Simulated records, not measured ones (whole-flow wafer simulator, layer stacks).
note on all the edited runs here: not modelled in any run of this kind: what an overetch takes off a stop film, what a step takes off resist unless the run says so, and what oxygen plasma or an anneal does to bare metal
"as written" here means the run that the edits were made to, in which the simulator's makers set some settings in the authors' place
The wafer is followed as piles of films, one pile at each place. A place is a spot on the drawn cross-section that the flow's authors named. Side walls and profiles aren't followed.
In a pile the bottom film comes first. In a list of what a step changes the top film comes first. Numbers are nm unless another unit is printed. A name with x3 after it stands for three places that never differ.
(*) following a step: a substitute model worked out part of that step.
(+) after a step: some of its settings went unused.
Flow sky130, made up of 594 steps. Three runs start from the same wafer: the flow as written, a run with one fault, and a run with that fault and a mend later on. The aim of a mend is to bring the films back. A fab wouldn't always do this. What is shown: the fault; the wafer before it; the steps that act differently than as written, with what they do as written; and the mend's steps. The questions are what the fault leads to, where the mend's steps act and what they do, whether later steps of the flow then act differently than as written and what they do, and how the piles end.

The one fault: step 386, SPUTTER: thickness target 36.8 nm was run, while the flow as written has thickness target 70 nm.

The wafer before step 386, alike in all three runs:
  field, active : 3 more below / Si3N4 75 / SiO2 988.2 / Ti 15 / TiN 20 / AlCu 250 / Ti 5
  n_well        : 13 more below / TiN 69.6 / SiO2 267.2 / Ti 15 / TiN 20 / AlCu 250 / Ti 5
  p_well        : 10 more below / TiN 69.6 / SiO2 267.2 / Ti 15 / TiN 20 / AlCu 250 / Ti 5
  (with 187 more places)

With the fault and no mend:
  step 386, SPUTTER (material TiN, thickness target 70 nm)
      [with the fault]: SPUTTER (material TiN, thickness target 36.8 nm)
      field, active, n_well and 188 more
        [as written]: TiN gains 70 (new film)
        [with the fault]: TiN gains 36.8 (new film)
  Steps later in the flow that act otherwise than as written (not shown: 10 more steps that differ only slightly, by at most 2% or 0.5 nm, whichever is larger):
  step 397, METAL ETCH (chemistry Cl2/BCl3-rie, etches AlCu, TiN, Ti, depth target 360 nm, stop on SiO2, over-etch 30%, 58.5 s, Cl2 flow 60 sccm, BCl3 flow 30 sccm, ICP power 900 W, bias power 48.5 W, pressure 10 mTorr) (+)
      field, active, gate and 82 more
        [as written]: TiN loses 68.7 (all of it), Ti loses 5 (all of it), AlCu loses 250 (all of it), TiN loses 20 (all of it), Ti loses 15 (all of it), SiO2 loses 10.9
        [with the fault]: TiN loses 35.5 (all of it), Ti loses 5 (all of it), AlCu loses 250 (all of it), TiN loses 20 (all of it), Ti loses 15 (all of it), SiO2 loses 14.3
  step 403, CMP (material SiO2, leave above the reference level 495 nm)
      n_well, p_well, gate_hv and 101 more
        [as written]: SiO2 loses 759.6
        [with the fault]: SiO2 loses 726.4
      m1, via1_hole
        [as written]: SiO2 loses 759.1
        [with the fault]: SiO2 loses 725.9
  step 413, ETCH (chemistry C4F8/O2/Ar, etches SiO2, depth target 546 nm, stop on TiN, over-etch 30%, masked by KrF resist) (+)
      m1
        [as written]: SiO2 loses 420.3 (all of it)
        [with the fault]: SiO2 loses 453.5 (all of it)
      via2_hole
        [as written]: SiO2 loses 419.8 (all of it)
        [with the fault]: SiO2 loses 453 (all of it)
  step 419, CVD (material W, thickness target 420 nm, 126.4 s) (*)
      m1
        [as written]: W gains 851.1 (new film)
        [with the fault]: W gains 884.8 (new film)
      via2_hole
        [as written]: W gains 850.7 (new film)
        [with the fault]: W gains 884.3 (new film)
  By the end, the piles at n_well, p_well, gate_hv and 103 more depart from the flow's by more than 2% or 0.5 nm, whichever is larger.
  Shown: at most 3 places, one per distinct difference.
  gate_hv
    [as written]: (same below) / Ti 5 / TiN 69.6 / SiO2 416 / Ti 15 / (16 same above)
    [with the fault]: (same below) / Ti 5 / TiN 36.4 / SiO2 449.2 / Ti 15 / (16 same above)
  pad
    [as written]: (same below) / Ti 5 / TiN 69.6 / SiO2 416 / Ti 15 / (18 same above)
    [with the fault]: (same below) / Ti 5 / TiN 36.4 / SiO2 449.2 / Ti 15 / (18 same above)
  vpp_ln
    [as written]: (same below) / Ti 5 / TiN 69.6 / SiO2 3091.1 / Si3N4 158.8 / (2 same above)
    [with the fault]: (same below) / Ti 5 / TiN 36.4 / SiO2 3124.3 / Si3N4 158.8 / (2 same above)

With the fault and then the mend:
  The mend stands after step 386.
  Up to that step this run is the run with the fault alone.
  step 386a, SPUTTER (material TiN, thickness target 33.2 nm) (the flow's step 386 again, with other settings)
      field, active, n_well and 188 more
        TiN gains 33.2
  None of the later steps of the flow acts differently than as written at any place that is followed.
  At every place that both follow, the piles at the end match the flow's.
